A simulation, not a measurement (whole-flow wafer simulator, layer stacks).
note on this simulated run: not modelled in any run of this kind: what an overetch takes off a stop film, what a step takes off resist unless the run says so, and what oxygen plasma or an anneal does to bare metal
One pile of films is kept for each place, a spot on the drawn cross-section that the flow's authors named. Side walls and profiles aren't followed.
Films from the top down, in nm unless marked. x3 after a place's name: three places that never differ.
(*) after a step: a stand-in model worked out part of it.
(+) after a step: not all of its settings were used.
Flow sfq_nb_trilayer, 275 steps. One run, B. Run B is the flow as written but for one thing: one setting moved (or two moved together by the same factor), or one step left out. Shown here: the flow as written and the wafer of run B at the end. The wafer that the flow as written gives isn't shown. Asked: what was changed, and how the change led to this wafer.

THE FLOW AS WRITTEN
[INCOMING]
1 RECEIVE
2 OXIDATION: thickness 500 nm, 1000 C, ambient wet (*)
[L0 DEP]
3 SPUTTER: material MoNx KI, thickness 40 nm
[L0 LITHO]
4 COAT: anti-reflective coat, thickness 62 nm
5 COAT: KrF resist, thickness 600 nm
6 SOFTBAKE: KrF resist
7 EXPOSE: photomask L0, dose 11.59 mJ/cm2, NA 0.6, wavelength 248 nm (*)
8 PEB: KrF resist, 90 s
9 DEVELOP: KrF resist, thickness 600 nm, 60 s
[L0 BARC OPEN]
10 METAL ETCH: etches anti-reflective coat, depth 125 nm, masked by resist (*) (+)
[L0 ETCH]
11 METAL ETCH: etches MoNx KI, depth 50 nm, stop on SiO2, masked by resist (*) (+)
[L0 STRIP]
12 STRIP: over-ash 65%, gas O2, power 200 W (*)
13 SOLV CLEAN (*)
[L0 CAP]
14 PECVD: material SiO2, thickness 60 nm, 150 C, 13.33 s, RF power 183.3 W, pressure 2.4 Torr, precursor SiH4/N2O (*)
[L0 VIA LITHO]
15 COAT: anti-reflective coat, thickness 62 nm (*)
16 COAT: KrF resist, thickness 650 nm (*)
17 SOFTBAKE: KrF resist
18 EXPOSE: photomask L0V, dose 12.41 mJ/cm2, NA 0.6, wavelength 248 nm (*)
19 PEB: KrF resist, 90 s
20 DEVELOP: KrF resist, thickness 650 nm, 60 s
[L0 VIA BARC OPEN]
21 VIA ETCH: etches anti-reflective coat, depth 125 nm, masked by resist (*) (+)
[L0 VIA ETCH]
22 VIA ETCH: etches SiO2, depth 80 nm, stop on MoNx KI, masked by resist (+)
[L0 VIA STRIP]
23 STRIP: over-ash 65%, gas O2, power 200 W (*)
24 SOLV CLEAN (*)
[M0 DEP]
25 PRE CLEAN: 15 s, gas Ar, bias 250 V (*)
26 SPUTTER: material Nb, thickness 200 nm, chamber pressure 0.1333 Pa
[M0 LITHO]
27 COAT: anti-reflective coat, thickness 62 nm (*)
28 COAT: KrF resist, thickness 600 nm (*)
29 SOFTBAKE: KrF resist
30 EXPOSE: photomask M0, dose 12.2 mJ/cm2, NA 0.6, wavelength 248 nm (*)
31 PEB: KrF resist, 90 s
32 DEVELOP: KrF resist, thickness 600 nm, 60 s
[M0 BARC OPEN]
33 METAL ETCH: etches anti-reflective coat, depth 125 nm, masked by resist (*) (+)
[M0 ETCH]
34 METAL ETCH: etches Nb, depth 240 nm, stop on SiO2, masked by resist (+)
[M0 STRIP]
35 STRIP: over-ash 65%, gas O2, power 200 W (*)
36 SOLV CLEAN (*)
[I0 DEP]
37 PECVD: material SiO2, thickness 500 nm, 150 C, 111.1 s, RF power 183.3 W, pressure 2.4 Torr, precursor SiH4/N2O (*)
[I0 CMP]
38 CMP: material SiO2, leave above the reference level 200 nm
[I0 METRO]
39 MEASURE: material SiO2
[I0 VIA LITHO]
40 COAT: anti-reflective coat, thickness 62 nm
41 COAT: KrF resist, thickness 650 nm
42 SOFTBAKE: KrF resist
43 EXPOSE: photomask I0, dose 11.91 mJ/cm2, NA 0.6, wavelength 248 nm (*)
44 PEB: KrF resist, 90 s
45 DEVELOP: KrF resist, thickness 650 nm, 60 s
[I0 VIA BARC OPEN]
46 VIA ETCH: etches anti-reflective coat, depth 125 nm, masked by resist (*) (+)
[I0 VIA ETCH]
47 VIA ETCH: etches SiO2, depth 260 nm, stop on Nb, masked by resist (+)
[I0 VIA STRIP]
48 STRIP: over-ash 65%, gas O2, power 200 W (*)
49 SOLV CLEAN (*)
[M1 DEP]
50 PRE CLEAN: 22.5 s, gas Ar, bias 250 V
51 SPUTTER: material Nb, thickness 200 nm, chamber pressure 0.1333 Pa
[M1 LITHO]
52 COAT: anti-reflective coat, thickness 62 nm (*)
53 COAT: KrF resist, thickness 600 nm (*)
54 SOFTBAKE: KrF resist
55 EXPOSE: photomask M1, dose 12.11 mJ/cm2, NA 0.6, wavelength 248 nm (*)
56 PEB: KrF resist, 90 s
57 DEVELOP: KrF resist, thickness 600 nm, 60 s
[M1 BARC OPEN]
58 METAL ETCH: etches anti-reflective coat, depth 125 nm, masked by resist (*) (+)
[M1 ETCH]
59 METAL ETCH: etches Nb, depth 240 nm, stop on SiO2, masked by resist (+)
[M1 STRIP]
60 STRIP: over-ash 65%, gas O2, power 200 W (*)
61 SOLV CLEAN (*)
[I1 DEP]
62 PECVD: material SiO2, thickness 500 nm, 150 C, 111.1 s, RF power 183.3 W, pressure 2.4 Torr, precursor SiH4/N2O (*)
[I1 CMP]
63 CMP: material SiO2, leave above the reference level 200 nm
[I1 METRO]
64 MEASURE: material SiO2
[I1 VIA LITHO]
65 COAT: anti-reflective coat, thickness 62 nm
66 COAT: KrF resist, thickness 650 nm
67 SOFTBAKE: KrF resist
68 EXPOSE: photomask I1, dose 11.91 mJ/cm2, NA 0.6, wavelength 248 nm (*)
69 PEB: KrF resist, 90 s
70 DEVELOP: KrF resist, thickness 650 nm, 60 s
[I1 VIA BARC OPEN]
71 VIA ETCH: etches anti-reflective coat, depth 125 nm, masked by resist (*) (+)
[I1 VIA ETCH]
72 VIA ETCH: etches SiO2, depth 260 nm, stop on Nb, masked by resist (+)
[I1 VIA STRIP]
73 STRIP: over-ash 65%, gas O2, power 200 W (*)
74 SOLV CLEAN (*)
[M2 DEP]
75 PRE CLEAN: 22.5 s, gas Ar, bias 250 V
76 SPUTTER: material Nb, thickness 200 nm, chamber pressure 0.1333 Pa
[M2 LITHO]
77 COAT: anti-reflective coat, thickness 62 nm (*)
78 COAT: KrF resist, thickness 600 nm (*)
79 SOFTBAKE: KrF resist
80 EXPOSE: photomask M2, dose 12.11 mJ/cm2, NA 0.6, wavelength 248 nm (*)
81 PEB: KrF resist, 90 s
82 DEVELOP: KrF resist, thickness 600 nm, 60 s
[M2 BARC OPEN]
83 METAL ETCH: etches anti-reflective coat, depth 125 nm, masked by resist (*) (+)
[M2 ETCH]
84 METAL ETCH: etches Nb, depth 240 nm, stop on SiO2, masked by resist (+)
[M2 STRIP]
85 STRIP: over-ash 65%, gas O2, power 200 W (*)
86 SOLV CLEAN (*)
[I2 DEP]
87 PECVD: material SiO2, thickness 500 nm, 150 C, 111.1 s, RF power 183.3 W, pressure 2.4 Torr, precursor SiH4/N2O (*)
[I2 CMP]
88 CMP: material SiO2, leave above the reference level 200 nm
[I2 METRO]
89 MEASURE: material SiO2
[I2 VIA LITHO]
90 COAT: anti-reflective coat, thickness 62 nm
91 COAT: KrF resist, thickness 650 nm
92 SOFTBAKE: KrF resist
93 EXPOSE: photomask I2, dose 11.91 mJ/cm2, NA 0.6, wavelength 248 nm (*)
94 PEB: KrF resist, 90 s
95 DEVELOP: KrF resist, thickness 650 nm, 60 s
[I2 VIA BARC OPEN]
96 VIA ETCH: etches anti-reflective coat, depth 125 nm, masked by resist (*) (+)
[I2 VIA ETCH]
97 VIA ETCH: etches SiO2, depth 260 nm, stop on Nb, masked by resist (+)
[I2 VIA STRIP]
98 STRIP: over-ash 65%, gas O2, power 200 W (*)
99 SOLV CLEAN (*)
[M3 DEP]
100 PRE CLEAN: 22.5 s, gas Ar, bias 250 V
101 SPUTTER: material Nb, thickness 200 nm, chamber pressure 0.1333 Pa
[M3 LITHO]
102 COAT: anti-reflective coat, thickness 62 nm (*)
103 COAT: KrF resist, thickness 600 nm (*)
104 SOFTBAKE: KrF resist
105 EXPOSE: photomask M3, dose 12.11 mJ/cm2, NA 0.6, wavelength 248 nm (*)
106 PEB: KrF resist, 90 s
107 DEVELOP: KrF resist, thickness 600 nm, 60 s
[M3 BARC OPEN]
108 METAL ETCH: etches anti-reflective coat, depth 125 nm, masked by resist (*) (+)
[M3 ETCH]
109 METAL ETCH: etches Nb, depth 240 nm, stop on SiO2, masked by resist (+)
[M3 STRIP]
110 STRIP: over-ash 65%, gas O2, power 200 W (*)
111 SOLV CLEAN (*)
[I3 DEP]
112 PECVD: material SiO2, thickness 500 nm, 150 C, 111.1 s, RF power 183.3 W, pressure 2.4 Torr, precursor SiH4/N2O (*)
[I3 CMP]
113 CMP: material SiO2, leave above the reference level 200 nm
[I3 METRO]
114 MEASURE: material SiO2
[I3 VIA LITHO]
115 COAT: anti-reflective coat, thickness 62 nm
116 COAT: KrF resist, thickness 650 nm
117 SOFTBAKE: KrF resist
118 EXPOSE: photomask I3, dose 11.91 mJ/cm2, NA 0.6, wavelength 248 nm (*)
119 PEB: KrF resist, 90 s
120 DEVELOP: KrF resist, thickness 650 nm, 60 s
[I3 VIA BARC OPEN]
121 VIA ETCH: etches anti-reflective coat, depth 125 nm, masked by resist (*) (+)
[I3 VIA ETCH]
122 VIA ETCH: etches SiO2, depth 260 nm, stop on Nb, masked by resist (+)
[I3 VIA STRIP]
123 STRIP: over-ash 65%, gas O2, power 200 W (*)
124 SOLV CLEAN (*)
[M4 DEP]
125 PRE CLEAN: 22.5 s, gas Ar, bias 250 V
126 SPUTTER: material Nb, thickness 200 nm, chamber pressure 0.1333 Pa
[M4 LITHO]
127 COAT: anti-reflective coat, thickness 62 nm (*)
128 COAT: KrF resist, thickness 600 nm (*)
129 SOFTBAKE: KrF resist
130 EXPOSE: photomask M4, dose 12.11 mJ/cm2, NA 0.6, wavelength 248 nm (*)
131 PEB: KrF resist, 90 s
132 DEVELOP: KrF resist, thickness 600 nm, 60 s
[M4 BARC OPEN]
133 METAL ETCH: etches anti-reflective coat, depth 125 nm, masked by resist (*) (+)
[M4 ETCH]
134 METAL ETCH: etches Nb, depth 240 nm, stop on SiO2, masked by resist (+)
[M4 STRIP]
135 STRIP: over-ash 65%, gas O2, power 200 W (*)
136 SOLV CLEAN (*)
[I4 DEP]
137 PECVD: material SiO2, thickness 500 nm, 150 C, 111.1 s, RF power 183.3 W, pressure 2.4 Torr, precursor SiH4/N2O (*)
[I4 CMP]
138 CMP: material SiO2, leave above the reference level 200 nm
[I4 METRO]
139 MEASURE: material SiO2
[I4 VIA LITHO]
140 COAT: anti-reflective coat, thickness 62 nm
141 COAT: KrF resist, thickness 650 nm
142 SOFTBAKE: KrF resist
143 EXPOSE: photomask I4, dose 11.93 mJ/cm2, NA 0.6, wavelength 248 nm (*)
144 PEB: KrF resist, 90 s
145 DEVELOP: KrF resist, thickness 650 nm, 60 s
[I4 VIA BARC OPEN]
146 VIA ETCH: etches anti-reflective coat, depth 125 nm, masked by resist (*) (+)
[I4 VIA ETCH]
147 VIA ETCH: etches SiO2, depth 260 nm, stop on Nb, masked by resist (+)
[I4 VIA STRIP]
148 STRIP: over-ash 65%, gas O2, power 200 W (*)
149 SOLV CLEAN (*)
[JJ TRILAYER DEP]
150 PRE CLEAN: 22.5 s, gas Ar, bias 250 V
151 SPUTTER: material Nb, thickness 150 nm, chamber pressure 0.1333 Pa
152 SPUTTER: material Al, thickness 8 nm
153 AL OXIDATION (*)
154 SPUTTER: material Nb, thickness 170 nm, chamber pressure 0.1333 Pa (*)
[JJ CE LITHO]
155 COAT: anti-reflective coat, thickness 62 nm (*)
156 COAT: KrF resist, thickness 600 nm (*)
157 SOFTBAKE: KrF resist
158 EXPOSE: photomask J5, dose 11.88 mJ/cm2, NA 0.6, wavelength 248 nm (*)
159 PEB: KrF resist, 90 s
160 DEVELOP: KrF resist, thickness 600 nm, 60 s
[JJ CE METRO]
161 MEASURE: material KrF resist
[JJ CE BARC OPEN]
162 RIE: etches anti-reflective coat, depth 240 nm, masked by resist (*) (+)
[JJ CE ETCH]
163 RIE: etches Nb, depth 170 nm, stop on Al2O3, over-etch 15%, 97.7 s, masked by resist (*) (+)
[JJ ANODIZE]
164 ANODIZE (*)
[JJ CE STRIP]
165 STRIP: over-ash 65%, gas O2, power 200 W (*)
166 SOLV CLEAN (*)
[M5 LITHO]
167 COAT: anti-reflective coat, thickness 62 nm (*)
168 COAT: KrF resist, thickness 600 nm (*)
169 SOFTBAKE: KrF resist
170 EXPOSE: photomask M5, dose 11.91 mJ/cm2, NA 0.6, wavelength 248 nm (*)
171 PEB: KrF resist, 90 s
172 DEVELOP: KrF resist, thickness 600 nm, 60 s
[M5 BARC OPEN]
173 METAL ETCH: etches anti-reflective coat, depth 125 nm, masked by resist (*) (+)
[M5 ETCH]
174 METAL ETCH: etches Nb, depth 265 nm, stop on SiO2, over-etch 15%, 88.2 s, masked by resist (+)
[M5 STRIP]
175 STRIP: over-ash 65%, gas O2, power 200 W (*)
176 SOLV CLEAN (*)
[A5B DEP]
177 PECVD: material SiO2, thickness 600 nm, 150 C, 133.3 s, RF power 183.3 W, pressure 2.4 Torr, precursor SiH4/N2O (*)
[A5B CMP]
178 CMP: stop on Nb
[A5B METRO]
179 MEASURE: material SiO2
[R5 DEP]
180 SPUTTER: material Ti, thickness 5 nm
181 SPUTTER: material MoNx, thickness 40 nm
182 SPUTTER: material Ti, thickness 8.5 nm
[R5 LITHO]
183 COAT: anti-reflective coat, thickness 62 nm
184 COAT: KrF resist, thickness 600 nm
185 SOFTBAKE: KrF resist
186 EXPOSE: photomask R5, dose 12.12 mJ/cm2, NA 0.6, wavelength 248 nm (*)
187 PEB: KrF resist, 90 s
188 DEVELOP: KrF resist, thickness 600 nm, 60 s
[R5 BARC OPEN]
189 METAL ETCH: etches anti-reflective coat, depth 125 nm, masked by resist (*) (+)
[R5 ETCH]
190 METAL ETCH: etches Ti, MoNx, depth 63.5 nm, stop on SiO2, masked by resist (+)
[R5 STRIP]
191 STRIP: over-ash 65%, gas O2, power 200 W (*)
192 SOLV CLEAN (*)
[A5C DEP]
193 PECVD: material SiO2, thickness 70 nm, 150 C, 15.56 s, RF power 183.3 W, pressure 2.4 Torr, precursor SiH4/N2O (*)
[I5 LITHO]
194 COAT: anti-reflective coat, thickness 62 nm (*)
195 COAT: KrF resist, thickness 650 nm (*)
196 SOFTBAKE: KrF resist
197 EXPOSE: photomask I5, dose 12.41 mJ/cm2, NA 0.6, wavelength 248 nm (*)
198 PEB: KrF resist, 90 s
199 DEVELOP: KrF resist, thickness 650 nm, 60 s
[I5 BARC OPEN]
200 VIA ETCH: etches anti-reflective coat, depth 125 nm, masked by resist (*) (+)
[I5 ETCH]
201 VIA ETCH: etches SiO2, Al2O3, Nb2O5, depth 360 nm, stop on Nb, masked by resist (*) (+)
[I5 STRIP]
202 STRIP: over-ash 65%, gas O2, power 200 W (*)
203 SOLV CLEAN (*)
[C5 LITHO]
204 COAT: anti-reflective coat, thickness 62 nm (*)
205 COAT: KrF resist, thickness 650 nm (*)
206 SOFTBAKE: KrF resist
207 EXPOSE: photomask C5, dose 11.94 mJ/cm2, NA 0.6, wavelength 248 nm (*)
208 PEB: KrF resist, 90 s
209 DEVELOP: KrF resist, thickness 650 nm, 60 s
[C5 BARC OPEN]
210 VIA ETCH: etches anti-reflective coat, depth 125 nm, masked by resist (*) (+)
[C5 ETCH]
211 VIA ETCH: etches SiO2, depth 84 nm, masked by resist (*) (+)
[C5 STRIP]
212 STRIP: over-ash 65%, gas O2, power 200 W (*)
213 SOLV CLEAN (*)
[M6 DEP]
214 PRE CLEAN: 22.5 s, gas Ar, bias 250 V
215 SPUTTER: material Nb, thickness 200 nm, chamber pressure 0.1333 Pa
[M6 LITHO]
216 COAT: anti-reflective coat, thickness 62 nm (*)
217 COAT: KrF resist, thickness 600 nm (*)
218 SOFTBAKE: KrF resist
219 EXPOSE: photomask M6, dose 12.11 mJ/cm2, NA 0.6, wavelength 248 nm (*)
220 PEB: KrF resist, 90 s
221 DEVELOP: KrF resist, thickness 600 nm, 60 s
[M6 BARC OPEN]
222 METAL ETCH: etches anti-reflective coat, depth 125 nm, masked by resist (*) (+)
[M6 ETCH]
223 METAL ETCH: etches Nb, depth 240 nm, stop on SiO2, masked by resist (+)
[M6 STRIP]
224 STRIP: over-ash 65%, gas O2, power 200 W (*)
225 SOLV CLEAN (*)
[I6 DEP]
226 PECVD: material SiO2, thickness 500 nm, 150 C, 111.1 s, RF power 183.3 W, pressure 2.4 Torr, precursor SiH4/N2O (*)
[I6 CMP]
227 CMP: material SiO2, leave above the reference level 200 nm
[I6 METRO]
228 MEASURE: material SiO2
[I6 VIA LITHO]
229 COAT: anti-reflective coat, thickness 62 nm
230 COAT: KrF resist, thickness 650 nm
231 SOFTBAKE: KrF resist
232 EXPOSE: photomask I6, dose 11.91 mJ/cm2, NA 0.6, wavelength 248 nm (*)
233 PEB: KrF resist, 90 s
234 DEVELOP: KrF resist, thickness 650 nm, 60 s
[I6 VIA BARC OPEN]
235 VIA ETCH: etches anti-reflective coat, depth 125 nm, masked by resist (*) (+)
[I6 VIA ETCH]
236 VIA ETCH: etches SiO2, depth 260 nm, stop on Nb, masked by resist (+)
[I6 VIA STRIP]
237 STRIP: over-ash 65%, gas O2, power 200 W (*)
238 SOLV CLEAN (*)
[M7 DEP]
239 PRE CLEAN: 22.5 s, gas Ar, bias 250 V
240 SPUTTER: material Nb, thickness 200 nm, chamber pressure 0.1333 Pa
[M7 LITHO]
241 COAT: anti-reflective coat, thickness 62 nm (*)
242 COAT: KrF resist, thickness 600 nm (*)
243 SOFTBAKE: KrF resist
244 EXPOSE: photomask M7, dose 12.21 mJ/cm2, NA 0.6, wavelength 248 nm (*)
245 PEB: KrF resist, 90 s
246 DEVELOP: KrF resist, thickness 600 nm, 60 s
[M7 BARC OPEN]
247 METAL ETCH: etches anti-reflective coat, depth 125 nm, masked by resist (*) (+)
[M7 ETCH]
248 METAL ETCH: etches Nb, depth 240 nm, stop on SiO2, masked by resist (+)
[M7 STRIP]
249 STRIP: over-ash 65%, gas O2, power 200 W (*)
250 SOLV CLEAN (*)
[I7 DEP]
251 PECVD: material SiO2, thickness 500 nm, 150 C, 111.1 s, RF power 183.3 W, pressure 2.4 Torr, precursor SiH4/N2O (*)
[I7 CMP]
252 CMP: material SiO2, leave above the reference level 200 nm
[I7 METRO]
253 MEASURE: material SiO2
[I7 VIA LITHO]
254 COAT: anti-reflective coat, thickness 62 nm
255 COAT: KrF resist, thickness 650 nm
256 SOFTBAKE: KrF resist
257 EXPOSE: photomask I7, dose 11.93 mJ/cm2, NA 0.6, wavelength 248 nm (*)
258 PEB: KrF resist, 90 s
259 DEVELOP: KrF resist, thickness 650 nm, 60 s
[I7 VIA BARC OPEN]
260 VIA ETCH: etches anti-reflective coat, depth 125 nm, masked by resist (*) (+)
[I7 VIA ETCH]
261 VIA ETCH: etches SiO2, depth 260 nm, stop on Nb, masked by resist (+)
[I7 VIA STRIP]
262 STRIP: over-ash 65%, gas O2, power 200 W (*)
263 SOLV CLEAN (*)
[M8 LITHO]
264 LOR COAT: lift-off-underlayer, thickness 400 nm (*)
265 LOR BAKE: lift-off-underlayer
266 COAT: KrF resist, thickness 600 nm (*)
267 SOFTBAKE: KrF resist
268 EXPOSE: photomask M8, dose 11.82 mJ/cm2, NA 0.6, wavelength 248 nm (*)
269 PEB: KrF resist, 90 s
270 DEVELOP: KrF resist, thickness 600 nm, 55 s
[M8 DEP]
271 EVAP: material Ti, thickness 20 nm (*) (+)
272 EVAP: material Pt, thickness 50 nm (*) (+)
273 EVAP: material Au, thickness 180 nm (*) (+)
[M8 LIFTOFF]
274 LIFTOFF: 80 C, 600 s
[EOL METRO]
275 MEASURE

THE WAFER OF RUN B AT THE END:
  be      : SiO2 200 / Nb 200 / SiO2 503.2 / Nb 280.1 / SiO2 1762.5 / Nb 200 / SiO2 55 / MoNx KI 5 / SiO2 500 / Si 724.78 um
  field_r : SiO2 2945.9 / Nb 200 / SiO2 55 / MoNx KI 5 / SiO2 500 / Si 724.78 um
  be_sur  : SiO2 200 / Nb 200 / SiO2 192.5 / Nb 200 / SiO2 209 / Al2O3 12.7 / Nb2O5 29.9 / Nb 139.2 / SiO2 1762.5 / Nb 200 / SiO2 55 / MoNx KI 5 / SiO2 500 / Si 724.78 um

The cause: step 3, SPUTTER: thickness 55 nm was run, where the flow has thickness 40 nm.

How the change led to this, step by step:
  3 SPUTTER: material MoNx KI, thickness 40 nm
      field_l, v_sur, via_wl and 103 more: MoNx KI +55 (new film) (as written it would be: MoNx KI +40 (new film))
  11 METAL ETCH: etches MoNx KI, depth 50 nm, stop on SiO2, masked by resist (*) (+)
      v_sur, via_wl, via_w and 97 more: MoNx KI -50 (as written it would be: MoNx KI -40 (all of it))
  14 PECVD: material SiO2, thickness 60 nm, 150 C, 13.33 s, RF power 183.3 W, pressure 2.4 Torr, precursor SiH4/N2O (*)
      v_sur, via_wl, via_w and 97 more: SiO2 +60 (new film) (as written it would be: SiO2 +60)
  15 COAT: anti-reflective coat, thickness 62 nm (*)
      field_l: anti-reflective coat +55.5 (new film) (as written it would be: anti-reflective coat +56.7 (new film))
      v_sur: anti-reflective coat +74.9 (new film) (as written it would be: anti-reflective coat +72.2 (new film))
      (and at 2 more places)
  23 STRIP: over-ash 65%, gas O2, power 200 W (*)
      field_l: KrF resist -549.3 (all of it), anti-reflective coat -55.5 (all of it) (as written it would be: KrF resist -551.4 (all of it), anti-reflective coat -56.7 (all of it))
      v_sur: KrF resist -573.1 (all of it), anti-reflective coat -74.9 (all of it) (as written it would be: KrF resist -570.5 (all of it), anti-reflective coat -72.2 (all of it))
      (and at 2 more places)
  27 COAT: anti-reflective coat, thickness 62 nm (*)
      v_sur: anti-reflective coat +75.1 (new film) (as written it would be: anti-reflective coat +72.3 (new film))
      l0_sur: anti-reflective coat +46.5 (new film) (as written it would be: anti-reflective coat +47.5 (new film))
      (and at 1 more place)
  35 STRIP: over-ash 65%, gas O2, power 200 W (*)
      v_sur: KrF resist -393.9 (all of it), anti-reflective coat -75.1 (all of it) (as written it would be: KrF resist -391.6 (all of it), anti-reflective coat -72.3 (all of it))
      l0_sur: KrF resist -369.2 (all of it), anti-reflective coat -46.5 (all of it) (as written it would be: KrF resist -372 (all of it), anti-reflective coat -47.5 (all of it))
      (and at 1 more place)
  38 CMP: material SiO2, leave above the reference level 200 nm
      field_l, l0_sur, l0r_line_l, l0r_line_c, l0r_line_r: SiO2 -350 (as written it would be: SiO2 -340)
      l0v: SiO2 -287.8 (as written it would be: SiO2 -277.8)
Counting metal films that touch as one body, be has 4 bodies (between them, from the top down: SiO2 503.2; SiO2 1762.5; SiO2 55); the flow as written gives 3 bodies (between them, from the top down: SiO2 503.2; SiO2 1762.5).
Counting metal films that touch as one body, field_r has 2 bodies (between them, from the top down: SiO2 55); the flow as written gives 1 body.
Counting metal films that touch as one body, be_sur has 5 bodies (between them, from the top down: SiO2 192.5; SiO2 209 / Al2O3 12.7 / Nb2O5 29.9; SiO2 1762.5; SiO2 55); the flow as written gives 4 bodies (between them, from the top down: SiO2 192.5; SiO2 209 / Al2O3 12.7 / Nb2O5 29.9; SiO2 1762.5).
